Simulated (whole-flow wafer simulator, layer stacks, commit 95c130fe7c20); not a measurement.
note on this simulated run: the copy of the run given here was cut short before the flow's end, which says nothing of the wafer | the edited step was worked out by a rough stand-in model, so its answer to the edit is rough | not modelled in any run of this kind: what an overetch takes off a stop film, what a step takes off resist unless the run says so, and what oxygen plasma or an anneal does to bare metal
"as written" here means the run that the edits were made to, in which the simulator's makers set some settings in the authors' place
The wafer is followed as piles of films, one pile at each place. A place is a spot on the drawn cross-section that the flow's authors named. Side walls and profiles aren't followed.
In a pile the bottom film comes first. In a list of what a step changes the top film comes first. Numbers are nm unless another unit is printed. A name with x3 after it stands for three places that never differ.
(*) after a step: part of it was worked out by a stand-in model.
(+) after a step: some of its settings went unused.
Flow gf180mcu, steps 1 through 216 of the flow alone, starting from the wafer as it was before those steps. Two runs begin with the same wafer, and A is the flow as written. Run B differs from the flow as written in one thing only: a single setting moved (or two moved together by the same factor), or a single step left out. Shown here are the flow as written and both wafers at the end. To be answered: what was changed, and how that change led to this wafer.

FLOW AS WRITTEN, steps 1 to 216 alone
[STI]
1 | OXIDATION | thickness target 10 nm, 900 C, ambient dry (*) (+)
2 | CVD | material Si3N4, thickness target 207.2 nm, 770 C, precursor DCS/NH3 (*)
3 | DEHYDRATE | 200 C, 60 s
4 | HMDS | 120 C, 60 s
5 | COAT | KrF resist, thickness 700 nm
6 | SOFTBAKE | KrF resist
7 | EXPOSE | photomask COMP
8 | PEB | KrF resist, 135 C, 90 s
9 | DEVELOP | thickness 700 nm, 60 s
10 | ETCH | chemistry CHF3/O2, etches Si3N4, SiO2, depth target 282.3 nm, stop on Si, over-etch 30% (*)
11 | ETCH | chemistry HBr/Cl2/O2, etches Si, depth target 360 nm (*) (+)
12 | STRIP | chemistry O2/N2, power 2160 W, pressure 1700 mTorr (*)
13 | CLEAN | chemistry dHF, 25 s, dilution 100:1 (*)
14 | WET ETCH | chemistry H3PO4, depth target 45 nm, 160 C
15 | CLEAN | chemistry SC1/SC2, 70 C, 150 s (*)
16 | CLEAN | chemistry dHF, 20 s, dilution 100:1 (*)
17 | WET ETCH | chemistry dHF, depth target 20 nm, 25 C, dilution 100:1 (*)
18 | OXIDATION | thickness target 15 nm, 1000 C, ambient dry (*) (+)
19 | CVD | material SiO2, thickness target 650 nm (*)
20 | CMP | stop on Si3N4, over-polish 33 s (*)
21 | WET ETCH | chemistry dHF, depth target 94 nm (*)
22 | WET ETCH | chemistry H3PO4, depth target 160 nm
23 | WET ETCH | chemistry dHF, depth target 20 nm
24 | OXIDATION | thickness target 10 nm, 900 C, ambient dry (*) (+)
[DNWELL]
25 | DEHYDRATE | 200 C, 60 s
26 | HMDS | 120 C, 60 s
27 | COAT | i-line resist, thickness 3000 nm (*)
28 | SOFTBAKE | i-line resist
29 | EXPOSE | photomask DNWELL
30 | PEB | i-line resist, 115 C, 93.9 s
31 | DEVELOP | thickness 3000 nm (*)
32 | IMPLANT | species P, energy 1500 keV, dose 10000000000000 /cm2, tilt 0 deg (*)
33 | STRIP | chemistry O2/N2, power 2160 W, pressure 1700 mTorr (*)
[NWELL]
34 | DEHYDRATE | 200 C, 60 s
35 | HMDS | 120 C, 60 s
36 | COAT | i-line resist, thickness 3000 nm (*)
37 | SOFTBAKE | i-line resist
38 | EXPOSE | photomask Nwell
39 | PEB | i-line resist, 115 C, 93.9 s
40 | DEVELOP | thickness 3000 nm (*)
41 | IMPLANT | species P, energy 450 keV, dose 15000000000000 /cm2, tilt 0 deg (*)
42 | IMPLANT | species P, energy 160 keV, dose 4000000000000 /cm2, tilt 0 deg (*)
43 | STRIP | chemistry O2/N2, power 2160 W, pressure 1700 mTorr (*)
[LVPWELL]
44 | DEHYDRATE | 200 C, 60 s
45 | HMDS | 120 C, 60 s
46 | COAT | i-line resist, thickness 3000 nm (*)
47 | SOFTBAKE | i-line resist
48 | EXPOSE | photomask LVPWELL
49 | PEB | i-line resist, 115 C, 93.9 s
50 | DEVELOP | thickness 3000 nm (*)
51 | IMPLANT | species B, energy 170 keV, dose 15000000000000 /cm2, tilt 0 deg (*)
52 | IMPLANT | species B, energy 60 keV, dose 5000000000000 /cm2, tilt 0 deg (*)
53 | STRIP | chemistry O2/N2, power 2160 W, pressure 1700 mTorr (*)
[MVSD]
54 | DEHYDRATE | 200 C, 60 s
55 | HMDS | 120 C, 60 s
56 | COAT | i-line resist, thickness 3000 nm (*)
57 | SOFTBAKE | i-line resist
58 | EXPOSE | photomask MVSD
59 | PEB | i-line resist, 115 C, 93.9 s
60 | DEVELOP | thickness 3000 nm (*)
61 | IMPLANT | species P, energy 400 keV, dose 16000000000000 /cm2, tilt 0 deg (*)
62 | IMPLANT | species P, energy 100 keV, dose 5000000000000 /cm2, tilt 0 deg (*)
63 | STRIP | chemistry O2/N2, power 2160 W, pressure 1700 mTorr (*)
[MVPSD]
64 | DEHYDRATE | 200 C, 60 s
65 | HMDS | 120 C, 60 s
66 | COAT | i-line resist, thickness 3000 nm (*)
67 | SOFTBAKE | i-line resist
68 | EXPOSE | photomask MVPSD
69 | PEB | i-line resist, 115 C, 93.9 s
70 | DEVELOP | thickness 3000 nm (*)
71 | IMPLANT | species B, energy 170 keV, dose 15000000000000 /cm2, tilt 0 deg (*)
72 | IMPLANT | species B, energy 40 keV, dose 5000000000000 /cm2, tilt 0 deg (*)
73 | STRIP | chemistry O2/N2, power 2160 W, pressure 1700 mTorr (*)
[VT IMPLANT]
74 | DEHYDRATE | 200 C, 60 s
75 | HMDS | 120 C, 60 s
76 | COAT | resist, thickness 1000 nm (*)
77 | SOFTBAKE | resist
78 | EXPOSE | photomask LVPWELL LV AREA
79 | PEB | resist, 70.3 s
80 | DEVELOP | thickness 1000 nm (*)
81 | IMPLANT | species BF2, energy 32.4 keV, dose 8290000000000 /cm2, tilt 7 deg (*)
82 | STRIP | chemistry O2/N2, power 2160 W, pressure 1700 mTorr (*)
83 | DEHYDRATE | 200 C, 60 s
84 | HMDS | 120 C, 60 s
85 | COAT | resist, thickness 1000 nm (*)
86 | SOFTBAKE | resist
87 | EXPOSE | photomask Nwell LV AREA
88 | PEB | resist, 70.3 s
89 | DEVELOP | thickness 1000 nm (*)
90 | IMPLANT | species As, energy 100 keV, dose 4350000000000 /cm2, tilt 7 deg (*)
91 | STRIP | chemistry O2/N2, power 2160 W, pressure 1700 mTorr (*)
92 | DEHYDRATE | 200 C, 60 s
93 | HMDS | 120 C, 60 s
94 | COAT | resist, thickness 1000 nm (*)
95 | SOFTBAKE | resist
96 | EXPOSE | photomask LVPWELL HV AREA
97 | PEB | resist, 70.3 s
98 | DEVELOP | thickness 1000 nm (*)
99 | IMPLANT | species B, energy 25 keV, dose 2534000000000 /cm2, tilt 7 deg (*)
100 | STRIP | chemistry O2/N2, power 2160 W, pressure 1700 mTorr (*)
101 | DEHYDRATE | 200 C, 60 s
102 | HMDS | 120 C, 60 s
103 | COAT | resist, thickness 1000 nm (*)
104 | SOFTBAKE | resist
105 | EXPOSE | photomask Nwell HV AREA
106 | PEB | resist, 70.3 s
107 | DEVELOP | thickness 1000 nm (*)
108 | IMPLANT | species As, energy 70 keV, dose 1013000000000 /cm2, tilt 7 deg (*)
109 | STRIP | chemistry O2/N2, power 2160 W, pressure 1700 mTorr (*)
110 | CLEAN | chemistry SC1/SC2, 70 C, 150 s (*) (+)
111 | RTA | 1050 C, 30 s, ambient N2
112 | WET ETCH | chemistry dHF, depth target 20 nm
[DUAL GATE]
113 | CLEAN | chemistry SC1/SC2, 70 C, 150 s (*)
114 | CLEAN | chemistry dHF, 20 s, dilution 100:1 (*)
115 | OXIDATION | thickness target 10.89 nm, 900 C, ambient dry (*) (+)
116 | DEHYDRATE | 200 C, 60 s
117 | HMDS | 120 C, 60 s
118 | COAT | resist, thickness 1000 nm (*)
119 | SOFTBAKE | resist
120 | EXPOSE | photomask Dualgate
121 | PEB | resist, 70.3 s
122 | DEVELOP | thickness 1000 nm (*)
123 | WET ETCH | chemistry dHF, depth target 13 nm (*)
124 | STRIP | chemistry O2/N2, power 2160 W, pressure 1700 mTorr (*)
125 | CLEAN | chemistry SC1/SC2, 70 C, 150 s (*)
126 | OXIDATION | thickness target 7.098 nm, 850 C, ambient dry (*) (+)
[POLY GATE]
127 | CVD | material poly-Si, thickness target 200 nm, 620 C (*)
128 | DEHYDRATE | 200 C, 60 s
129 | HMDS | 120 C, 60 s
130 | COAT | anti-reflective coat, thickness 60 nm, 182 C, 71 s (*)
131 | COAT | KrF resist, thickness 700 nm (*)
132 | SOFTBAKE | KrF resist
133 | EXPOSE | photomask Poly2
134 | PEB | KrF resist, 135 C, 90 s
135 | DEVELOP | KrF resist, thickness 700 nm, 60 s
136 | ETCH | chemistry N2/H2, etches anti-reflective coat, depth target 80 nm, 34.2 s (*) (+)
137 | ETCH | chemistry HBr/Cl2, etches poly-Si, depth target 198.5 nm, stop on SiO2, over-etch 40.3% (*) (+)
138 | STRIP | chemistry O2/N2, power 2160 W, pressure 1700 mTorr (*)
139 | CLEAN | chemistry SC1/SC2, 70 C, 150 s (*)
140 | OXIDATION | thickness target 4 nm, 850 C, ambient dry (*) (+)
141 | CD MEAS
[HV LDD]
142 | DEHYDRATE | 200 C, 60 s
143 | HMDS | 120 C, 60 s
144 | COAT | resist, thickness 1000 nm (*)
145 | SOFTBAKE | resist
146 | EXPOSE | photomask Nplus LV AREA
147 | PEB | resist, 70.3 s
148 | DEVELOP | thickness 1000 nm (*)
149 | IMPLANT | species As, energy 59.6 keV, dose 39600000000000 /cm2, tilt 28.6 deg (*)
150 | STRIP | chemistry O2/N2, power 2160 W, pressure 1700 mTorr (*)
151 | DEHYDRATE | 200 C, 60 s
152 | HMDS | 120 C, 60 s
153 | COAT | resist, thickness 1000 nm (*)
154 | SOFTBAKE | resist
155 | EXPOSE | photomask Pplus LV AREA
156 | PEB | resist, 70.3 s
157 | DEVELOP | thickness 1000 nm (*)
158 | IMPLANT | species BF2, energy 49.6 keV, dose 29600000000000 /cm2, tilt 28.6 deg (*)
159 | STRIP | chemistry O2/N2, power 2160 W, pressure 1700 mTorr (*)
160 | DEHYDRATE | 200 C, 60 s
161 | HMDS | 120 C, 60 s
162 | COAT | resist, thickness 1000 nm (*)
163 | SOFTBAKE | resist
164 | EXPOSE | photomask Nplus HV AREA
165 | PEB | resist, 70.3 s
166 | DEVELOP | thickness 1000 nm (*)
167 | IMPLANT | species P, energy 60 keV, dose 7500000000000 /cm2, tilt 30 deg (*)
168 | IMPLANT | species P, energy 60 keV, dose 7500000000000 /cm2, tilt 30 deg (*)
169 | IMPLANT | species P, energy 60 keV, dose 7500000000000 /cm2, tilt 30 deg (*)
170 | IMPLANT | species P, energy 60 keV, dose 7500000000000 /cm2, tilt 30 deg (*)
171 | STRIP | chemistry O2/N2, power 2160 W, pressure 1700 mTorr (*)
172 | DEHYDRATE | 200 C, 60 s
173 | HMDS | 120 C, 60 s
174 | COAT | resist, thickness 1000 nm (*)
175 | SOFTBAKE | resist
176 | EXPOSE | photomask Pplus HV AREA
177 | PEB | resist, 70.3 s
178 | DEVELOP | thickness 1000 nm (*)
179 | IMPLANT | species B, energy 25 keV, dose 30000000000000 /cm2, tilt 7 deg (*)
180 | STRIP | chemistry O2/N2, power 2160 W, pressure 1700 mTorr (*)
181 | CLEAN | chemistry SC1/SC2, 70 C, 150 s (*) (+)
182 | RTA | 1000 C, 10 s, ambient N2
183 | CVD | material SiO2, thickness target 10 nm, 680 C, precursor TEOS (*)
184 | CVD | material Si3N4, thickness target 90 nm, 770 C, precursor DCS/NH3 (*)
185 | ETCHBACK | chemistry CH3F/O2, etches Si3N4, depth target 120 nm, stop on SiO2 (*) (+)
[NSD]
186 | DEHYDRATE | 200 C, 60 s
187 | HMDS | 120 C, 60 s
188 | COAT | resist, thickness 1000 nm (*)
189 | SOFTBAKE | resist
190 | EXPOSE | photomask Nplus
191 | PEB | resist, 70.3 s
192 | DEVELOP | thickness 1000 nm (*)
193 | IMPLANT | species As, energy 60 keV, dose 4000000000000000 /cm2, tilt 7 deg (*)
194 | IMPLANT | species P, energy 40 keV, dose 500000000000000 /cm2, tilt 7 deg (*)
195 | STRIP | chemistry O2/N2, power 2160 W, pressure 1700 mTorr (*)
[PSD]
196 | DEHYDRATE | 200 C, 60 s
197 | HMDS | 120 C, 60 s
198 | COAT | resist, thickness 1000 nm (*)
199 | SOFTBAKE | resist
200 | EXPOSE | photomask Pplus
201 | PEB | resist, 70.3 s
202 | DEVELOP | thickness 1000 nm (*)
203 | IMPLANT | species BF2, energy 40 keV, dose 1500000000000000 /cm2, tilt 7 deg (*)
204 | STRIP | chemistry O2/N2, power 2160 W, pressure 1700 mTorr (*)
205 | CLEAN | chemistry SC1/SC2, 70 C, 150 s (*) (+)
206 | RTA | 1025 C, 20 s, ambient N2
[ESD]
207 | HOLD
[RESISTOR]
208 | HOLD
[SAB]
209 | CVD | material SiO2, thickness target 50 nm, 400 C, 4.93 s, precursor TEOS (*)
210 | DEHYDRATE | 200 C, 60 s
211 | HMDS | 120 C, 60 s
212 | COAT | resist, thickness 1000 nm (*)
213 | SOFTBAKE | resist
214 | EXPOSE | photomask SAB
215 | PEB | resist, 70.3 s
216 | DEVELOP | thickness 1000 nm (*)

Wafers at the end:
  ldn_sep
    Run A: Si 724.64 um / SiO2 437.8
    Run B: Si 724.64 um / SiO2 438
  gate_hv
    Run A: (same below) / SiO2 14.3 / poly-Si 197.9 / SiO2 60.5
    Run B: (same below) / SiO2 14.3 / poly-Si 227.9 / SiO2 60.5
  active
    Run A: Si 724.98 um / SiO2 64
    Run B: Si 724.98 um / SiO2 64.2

What caused this: step 127, CVD: thickness target 230 nm was run, while the flow as written has thickness target 200 nm.

How this came from the change, step by step:
  127 | CVD | material poly-Si, thickness target 200 nm, 620 C (*)
      field, field__w1, field__w2 and 89 more: A poly-Si gains 200 (new film) | B poly-Si gains 230 (new film)
  137 | ETCH | chemistry HBr/Cl2, etches poly-Si, depth target 198.5 nm, stop on SiO2, over-etch 40.3% (*) (+)
      field__w3, field__w12, field_sub and 14 more: A poly-Si loses 199 (all of it), SiO2 loses 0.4 | B poly-Si loses 229 (all of it), SiO2 loses 0.25
      field__w6, sti, m1 and 11 more: A poly-Si loses 198.8 (all of it), SiO2 loses 0.4 | B poly-Si loses 228.8 (all of it), SiO2 loses 0.25
      (also at 33 further places)
  144 | COAT | resist, thickness 1000 nm (*)
      gate: A resist gains 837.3 (new film) | B resist gains 812.4 (new film)
      gate_hv: A resist gains 845.4 (new film) | B resist gains 822.8 (new film)
      (also at 26 further places)
  145 | SOFTBAKE | resist
      field__w1: A resist gains 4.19 | B resist gains 4.98
      field__w2: A resist gains 2.82 | B resist gains 3.34
      (also at 54 further places)
  148 | DEVELOP | thickness 1000 nm (*)
      gate: A resist loses 822.7 (all of it) | B resist loses 797.8 (all of it)
      npoly_u: A resist loses 821.5 (all of it) | B resist loses 797.3 (all of it)
      (also at 3 further places)
  150 | STRIP | chemistry O2/N2, power 2160 W, pressure 1700 mTorr (*)
      gate_hv: A resist loses 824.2 (all of it) | B resist loses 800.6 (all of it)
      gate_p: A resist loses 828.7 (all of it) | B resist loses 804.4 (all of it)
      (also at 21 further places)
  153 | COAT | resist, thickness 1000 nm (*)
      gate: A resist gains 837.3 (new film) | B resist gains 812.4 (new film)
      gate_hv: A resist gains 845.4 (new film) | B resist gains 822.8 (new film)
      (also at 26 further places)
  154 | SOFTBAKE | resist
      field__w1: A resist gains 4.19 | B resist gains 4.98
      field__w2: A resist gains 2.82 | B resist gains 3.34
      (also at 54 further places)
  157 | DEVELOP | thickness 1000 nm (*)
      gate_p: A resist loses 828.7 (all of it) | B resist loses 804.4 (all of it)
      ppoly_u: A resist loses 827 (all of it) | B resist loses 803.7 (all of it)
      (also at 3 further places)
  159 | STRIP | chemistry O2/N2, power 2160 W, pressure 1700 mTorr (*)
      gate: A resist loses 822.7 (all of it) | B resist loses 797.8 (all of it)
      gate_hv: A resist loses 824.2 (all of it) | B resist loses 800.6 (all of it)
      (also at 21 further places)
  162 | COAT | resist, thickness 1000 nm (*)
      gate: A resist gains 837.3 (new film) | B resist gains 812.4 (new film)
      gate_hv: A resist gains 845.4 (new film) | B resist gains 822.8 (new film)
      (also at 26 further places)
  163 | SOFTBAKE | resist
      field__w1: A resist gains 4.19 | B resist gains 4.98
      field__w2: A resist gains 2.82 | B resist gains 3.34
      (also at 54 further places)
  166 | DEVELOP | thickness 1000 nm (*)
      gate_hv: A resist loses 824.2 (all of it) | B resist loses 800.6 (all of it)
      gate_nat: A resist loses 854.5 (all of it) | B resist loses 835.5 (all of it)
      (also at 7 further places)
  171 | STRIP | chemistry O2/N2, power 2160 W, pressure 1700 mTorr (*)
      gate: A resist loses 822.7 (all of it) | B resist loses 797.8 (all of it)
      gate_p: A resist loses 828.7 (all of it) | B resist loses 804.4 (all of it)
      (also at 17 further places)
  174 | COAT | resist, thickness 1000 nm (*)
      gate: A resist gains 837.3 (new film) | B resist gains 812.4 (new film)
      gate_hv: A resist gains 845.4 (new film) | B resist gains 822.8 (new film)
      (also at 26 further places)
  175 | SOFTBAKE | resist
      field__w1: A resist gains 4.19 | B resist gains 4.98
      field__w2: A resist gains 2.82 | B resist gains 3.34
      (also at 54 further places)
  ... 13 further steps ...
  216 | DEVELOP | thickness 1000 nm (*)
      gate: A resist loses 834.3 (all of it) | B resist loses 811.4 (all of it)
      gate_hv: A resist loses 836.1 (all of it) | B resist loses 814.7 (all of it)
      (also at 22 further places)
